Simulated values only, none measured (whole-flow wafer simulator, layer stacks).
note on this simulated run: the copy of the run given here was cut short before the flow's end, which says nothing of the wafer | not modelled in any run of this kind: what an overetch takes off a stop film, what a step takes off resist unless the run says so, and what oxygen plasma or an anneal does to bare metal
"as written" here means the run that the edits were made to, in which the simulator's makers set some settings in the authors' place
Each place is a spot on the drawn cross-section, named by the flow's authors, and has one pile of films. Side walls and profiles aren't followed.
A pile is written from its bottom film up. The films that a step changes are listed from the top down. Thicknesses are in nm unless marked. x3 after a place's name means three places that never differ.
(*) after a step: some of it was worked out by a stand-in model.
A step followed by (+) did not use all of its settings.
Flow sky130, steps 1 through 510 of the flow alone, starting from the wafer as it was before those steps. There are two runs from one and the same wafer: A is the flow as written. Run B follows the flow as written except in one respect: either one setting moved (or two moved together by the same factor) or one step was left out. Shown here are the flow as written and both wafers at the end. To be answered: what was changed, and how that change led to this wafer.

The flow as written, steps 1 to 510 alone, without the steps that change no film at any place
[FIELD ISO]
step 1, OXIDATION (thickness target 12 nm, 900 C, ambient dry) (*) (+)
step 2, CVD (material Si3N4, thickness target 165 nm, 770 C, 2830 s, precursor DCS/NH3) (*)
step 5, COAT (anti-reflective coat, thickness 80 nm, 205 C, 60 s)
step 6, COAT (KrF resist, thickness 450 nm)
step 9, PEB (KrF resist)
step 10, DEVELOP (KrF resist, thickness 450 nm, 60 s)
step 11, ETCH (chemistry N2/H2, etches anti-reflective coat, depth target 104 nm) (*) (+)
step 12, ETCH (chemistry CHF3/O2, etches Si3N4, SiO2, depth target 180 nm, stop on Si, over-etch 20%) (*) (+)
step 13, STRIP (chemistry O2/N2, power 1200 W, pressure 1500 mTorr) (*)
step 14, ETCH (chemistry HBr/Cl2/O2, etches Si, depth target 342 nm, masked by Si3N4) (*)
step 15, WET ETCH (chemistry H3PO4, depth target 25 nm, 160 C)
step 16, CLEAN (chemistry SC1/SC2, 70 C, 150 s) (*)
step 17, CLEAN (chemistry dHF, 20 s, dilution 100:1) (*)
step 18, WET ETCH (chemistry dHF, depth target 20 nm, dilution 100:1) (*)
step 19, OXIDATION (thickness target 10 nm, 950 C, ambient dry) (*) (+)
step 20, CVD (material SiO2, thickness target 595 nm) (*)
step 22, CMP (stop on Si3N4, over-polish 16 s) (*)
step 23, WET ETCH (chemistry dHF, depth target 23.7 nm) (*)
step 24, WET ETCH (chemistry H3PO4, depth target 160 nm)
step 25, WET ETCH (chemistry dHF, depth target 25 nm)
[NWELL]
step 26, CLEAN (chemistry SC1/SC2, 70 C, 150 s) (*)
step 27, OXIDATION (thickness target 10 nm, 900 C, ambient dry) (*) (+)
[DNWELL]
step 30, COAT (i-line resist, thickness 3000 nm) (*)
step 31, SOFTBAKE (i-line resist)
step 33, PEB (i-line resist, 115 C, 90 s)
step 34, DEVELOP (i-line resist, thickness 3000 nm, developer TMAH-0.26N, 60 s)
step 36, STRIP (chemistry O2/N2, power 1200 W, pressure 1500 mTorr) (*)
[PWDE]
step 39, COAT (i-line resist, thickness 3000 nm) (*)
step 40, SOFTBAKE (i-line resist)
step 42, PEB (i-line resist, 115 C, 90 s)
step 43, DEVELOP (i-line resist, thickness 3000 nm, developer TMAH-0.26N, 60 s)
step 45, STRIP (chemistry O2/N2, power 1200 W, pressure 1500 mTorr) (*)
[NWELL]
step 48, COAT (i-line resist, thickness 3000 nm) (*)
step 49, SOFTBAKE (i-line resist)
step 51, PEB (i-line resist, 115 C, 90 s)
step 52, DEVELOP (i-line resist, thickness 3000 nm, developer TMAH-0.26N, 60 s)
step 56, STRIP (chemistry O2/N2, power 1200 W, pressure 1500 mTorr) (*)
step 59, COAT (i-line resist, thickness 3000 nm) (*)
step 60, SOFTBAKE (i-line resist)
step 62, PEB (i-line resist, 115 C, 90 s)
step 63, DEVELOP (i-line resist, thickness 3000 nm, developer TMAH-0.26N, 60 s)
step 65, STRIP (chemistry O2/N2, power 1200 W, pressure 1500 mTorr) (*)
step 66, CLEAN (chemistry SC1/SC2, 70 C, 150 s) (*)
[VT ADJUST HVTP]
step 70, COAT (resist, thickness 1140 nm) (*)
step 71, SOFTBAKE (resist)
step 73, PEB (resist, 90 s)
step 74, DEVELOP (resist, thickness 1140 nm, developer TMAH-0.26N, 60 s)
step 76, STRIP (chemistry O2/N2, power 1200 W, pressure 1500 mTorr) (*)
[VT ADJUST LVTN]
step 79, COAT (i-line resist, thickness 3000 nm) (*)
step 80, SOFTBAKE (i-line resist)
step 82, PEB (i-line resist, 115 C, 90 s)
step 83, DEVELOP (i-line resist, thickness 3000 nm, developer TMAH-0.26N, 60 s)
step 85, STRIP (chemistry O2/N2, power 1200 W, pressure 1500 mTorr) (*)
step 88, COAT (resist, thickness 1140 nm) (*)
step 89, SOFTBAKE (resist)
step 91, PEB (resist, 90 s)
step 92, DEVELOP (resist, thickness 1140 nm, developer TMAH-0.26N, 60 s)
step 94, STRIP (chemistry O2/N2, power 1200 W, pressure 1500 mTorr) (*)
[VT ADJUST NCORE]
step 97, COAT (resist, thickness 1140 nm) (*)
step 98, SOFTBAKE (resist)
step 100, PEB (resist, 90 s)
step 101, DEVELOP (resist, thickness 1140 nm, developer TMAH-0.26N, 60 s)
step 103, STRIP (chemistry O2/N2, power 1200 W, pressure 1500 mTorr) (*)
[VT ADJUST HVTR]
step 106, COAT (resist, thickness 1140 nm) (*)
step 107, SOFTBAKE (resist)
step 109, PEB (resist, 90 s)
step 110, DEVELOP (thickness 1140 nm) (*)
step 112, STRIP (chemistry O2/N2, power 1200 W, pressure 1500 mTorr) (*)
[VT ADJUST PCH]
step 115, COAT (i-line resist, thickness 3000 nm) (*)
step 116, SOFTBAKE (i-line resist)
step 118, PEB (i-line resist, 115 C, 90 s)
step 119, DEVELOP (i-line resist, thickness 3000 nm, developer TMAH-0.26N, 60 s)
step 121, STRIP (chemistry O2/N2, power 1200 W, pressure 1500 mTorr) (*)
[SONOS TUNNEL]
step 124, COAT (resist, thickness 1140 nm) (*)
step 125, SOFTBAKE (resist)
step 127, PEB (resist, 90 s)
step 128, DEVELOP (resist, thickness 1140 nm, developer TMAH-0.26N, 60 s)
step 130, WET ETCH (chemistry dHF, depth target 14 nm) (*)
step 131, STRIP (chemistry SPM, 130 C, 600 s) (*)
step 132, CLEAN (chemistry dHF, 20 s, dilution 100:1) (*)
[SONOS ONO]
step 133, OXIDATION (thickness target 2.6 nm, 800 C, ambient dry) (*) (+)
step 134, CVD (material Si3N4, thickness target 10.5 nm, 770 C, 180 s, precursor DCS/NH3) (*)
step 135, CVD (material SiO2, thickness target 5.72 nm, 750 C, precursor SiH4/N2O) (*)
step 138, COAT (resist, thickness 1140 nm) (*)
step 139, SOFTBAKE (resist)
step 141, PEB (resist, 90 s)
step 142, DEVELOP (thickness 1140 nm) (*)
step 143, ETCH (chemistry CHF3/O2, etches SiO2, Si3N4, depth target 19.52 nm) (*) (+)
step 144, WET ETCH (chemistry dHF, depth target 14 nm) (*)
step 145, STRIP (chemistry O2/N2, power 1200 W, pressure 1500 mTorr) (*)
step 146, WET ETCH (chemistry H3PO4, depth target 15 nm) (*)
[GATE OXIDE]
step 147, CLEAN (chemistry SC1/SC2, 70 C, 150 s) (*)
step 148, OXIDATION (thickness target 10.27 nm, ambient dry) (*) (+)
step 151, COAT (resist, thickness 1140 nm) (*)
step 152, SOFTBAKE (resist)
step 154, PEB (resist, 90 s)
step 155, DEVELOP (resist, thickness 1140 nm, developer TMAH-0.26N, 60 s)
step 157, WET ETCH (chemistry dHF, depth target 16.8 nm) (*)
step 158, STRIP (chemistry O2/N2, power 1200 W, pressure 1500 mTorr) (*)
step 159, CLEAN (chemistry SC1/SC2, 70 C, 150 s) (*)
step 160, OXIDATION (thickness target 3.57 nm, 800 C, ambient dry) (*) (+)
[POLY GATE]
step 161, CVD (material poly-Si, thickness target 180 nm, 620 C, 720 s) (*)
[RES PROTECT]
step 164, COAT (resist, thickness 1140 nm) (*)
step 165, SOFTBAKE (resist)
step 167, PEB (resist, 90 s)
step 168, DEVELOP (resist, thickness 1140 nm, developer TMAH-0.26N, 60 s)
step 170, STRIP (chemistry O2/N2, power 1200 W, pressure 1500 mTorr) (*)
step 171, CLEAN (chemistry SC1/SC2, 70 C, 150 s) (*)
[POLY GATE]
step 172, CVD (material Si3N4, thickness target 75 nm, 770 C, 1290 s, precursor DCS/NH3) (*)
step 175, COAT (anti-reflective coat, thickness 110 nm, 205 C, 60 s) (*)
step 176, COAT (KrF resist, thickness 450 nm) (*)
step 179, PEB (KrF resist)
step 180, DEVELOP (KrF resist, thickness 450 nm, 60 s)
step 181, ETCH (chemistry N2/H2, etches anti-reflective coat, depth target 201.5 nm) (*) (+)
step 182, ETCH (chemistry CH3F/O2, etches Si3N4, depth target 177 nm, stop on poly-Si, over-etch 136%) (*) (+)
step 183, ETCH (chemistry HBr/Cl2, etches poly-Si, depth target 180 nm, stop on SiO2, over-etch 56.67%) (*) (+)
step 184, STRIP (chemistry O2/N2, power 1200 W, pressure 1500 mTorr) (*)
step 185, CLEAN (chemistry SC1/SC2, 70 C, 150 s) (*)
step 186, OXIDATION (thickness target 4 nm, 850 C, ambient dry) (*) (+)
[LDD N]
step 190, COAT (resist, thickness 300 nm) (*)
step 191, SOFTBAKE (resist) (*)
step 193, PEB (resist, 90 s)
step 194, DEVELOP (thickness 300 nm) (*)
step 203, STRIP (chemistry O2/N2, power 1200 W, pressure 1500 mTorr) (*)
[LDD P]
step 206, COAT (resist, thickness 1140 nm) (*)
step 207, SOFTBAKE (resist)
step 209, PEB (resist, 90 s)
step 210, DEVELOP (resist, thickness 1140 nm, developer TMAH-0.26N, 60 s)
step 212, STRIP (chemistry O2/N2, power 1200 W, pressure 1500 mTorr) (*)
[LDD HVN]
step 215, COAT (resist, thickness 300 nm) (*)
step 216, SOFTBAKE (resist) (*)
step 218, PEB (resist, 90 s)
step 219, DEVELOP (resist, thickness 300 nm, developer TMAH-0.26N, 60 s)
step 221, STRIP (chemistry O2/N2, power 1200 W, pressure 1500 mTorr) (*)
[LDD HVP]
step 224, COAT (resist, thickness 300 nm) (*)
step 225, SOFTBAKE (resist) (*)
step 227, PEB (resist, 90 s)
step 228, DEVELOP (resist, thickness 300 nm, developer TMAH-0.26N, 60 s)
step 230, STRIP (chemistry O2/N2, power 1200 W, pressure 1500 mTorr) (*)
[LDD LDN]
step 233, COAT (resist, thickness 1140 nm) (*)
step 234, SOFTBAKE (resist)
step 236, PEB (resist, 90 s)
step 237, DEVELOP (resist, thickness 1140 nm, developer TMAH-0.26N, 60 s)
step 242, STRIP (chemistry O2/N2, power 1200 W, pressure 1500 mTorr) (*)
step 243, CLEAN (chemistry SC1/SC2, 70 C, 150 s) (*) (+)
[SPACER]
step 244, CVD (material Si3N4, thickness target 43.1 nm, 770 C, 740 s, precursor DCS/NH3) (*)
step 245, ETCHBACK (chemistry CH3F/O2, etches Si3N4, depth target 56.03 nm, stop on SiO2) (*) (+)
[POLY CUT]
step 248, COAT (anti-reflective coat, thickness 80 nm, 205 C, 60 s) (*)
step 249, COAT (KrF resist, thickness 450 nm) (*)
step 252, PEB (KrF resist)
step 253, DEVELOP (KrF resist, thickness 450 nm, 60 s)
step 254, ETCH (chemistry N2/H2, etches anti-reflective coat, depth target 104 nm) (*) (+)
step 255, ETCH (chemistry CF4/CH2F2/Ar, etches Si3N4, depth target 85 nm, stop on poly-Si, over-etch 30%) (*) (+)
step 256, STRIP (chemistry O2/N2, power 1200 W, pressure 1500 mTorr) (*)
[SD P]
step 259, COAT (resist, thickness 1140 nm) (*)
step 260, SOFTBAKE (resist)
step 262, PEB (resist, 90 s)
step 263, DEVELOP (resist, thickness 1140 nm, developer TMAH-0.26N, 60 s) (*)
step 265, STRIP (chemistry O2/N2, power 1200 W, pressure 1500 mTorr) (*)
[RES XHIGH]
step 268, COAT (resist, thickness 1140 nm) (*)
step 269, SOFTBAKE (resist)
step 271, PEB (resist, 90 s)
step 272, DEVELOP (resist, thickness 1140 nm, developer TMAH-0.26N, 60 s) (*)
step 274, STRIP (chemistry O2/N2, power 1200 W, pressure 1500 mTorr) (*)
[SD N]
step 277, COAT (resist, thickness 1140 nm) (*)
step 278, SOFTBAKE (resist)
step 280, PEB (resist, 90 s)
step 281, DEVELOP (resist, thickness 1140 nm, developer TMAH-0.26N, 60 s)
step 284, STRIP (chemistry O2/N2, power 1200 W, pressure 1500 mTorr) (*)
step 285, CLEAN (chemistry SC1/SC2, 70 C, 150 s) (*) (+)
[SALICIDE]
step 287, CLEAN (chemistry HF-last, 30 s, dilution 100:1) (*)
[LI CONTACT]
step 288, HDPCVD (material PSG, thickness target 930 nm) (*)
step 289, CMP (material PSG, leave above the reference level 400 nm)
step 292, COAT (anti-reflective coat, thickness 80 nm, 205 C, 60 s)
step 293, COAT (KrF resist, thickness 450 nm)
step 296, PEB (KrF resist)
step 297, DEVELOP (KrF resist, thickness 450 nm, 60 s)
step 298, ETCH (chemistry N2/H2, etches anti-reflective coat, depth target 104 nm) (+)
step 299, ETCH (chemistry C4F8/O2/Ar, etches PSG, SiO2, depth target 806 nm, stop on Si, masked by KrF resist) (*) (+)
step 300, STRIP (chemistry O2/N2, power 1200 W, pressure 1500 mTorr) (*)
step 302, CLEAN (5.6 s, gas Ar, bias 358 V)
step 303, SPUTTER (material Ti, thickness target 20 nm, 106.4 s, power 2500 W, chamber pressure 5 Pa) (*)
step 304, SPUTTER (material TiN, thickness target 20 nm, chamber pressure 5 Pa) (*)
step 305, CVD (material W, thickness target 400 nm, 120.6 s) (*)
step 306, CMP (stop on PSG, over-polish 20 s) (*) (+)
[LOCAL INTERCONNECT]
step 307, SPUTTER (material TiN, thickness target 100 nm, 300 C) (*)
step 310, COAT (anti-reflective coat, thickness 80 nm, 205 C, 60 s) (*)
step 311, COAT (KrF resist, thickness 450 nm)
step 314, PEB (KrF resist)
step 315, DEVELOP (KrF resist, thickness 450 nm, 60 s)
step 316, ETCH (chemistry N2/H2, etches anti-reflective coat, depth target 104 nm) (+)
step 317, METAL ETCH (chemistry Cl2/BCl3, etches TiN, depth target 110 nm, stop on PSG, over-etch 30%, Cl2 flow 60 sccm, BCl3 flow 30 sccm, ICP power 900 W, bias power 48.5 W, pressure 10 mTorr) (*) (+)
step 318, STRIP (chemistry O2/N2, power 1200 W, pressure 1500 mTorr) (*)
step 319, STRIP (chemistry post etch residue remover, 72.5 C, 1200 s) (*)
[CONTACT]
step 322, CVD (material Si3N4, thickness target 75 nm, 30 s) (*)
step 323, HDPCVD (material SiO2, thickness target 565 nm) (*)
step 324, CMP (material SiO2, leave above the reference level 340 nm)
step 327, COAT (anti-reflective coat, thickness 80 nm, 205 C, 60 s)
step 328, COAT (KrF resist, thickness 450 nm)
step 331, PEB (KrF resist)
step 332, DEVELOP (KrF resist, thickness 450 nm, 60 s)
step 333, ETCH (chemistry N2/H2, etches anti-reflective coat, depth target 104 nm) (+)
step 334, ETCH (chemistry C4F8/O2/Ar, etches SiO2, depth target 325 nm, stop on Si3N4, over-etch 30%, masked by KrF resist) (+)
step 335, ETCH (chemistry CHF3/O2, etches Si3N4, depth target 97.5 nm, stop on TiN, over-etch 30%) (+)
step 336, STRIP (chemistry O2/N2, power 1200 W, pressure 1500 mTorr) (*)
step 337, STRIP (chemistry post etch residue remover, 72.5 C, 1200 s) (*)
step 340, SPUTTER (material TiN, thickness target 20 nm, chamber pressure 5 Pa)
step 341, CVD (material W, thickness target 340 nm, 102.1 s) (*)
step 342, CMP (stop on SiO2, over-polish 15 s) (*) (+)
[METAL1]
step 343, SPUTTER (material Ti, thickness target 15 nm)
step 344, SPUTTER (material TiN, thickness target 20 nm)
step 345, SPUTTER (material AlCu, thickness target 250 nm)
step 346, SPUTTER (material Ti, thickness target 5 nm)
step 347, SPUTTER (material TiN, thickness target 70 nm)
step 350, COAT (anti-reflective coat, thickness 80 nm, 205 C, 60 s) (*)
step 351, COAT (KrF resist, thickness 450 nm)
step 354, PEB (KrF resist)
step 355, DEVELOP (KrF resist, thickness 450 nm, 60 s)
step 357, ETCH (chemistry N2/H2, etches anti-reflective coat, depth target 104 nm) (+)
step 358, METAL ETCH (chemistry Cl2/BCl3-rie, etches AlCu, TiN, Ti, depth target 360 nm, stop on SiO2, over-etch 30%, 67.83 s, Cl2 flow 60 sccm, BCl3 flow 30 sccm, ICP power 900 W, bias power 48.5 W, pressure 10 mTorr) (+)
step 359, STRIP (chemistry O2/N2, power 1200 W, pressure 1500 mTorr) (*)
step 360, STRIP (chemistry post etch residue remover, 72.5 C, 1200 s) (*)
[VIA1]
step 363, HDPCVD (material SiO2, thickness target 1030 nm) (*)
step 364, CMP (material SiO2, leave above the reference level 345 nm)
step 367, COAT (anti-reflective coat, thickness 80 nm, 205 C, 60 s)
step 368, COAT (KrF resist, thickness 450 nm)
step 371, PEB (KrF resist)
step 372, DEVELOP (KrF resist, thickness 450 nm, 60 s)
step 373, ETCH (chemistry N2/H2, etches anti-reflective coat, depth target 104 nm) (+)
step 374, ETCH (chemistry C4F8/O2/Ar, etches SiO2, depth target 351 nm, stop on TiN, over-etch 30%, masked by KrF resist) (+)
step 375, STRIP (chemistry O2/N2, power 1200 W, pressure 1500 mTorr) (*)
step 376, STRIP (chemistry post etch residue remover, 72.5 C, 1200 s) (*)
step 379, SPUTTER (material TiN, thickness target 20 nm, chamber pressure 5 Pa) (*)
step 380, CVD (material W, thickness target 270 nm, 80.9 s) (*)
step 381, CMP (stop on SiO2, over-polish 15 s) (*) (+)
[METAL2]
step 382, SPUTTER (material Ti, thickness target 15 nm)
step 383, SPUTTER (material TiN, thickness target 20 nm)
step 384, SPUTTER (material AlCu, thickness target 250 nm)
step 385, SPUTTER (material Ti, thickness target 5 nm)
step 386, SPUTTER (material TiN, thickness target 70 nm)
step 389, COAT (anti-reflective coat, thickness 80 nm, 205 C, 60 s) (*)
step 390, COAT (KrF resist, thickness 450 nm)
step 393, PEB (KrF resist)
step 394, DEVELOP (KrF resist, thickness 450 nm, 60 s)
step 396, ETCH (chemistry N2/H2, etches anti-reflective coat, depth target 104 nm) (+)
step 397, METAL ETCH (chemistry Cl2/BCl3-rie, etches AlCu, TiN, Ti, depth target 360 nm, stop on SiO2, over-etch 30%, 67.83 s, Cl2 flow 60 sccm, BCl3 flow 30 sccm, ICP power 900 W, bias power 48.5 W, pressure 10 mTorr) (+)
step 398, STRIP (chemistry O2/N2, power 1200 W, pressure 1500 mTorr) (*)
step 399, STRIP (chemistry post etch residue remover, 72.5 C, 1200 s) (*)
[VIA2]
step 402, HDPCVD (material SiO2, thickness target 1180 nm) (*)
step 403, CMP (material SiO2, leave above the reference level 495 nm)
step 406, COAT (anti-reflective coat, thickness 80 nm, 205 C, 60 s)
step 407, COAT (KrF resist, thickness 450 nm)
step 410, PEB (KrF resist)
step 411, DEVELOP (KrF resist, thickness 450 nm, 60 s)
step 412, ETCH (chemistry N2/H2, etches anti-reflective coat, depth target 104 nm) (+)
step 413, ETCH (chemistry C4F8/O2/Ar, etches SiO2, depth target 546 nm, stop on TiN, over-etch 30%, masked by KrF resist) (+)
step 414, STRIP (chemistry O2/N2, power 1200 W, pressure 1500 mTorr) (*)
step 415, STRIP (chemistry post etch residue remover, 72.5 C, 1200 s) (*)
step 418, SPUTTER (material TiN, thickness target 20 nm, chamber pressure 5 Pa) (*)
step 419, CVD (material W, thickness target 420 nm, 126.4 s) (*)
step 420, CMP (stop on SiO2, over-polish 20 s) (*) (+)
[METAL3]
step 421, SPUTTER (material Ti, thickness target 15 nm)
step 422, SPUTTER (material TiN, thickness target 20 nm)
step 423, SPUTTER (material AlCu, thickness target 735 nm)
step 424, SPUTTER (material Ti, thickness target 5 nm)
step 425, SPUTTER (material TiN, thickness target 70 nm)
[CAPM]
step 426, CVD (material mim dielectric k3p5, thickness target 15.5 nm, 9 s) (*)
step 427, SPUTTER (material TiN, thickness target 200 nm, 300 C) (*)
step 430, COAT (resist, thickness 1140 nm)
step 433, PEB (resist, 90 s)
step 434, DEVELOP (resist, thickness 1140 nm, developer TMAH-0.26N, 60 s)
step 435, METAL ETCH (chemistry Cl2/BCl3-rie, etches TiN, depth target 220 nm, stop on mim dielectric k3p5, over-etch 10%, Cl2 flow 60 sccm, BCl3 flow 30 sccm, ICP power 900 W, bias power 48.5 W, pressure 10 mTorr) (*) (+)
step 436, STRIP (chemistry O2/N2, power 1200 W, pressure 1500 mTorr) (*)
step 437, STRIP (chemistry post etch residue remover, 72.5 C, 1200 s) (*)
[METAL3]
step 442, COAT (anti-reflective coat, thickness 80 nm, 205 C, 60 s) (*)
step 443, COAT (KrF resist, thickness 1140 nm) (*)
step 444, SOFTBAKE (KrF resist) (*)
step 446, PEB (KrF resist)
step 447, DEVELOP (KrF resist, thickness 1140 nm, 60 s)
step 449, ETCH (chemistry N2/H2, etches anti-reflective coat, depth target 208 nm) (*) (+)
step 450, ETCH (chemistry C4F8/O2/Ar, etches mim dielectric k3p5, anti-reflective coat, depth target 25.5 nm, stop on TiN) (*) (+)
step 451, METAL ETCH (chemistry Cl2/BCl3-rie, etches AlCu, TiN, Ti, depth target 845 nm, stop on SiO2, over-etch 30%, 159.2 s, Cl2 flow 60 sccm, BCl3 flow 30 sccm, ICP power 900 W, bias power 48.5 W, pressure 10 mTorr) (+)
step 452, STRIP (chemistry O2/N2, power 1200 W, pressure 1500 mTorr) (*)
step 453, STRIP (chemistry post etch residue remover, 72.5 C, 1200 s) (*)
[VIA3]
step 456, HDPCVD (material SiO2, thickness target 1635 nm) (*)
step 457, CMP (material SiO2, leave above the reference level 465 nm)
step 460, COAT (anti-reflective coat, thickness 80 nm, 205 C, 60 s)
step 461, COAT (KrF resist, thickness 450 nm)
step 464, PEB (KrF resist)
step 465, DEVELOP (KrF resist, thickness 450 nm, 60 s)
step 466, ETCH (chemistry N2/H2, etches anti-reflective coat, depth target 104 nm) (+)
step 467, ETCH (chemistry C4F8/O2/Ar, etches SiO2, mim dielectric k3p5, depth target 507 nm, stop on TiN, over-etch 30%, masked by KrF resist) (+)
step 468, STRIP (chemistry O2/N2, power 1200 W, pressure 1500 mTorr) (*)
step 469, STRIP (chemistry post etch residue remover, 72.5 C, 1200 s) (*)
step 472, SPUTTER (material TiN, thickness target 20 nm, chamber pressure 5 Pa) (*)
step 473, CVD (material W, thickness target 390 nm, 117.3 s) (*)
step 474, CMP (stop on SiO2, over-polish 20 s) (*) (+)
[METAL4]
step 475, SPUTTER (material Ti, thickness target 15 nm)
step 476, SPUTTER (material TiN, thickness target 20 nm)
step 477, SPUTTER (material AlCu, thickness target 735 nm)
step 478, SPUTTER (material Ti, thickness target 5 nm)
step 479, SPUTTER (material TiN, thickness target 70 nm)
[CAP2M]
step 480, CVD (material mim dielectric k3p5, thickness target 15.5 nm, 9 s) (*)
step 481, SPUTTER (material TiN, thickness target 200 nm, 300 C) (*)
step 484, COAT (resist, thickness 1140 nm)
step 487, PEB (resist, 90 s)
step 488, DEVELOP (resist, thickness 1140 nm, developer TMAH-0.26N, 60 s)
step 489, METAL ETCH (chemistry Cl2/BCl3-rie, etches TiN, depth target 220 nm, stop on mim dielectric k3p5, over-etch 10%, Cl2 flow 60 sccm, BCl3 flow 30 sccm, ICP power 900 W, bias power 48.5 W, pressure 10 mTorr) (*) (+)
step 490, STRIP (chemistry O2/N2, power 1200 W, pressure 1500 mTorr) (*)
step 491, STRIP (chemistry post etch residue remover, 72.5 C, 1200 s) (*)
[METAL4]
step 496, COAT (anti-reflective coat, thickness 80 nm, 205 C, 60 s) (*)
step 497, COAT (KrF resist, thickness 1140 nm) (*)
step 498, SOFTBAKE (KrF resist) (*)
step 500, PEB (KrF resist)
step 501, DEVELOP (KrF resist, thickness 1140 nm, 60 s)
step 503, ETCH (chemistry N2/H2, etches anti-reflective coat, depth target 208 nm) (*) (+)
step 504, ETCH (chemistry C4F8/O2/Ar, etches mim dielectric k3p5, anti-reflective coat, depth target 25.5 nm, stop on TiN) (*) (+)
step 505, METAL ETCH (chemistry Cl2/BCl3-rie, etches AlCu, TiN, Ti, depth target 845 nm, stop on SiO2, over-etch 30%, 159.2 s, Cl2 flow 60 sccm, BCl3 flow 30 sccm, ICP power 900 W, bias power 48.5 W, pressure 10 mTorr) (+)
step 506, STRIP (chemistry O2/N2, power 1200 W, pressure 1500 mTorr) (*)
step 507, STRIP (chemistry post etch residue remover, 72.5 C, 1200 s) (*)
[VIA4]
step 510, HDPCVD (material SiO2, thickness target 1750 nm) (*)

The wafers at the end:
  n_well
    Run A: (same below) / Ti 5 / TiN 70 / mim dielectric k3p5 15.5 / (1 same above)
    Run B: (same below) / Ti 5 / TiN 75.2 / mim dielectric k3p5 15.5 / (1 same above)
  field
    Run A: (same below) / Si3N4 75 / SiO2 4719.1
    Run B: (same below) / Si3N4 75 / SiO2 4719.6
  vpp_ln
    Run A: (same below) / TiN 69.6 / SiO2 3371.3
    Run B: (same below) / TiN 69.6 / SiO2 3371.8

Cause: step 479, SPUTTER: thickness target 75.2 nm was run, though the flow has thickness target 70 nm.
The wafer lets one read it off: n_well has TiN 75.2, and step 479 as written asks for 70 nm.

How this came from the change, step by step:
  step 479, SPUTTER (material TiN, thickness target 70 nm)
      field, active, n_well and 189 more: A TiN gains 70 (new film) | B TiN gains 75.2 (new film)
  step 505, METAL ETCH (chemistry Cl2/BCl3-rie, etches AlCu, TiN, Ti, depth target 845 nm, stop on SiO2, over-etch 30%, 159.2 s, Cl2 flow 60 sccm, BCl3 flow 30 sccm, ICP power 900 W, bias power 48.5 W, pressure 10 mTorr) (+)
      field, active, gate and 70 more: A TiN loses 70 (all of it), Ti loses 5 (all of it), AlCu loses 735 (all of it), TiN loses 20 (all of it), Ti loses 15 (all of it), SiO2 loses 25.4 | B TiN loses 75.2 (all of it), Ti loses 5 (all of it), AlCu loses 735 (all of it), TiN loses 20 (all of it), Ti loses 15 (all of it), SiO2 loses 24.8
      vpp_iso1, mim_edge_plate, m1_ln and 12 more: A TiN loses 70 (all of it), Ti loses 5 (all of it), AlCu loses 735 (all of it), TiN loses 20 (all of it), Ti loses 15 (all of it), SiO2 loses 25.3 | B TiN loses 75.2 (all of it), Ti loses 5 (all of it), AlCu loses 735 (all of it), TiN loses 20 (all of it), Ti loses 15 (all of it), SiO2 loses 24.8
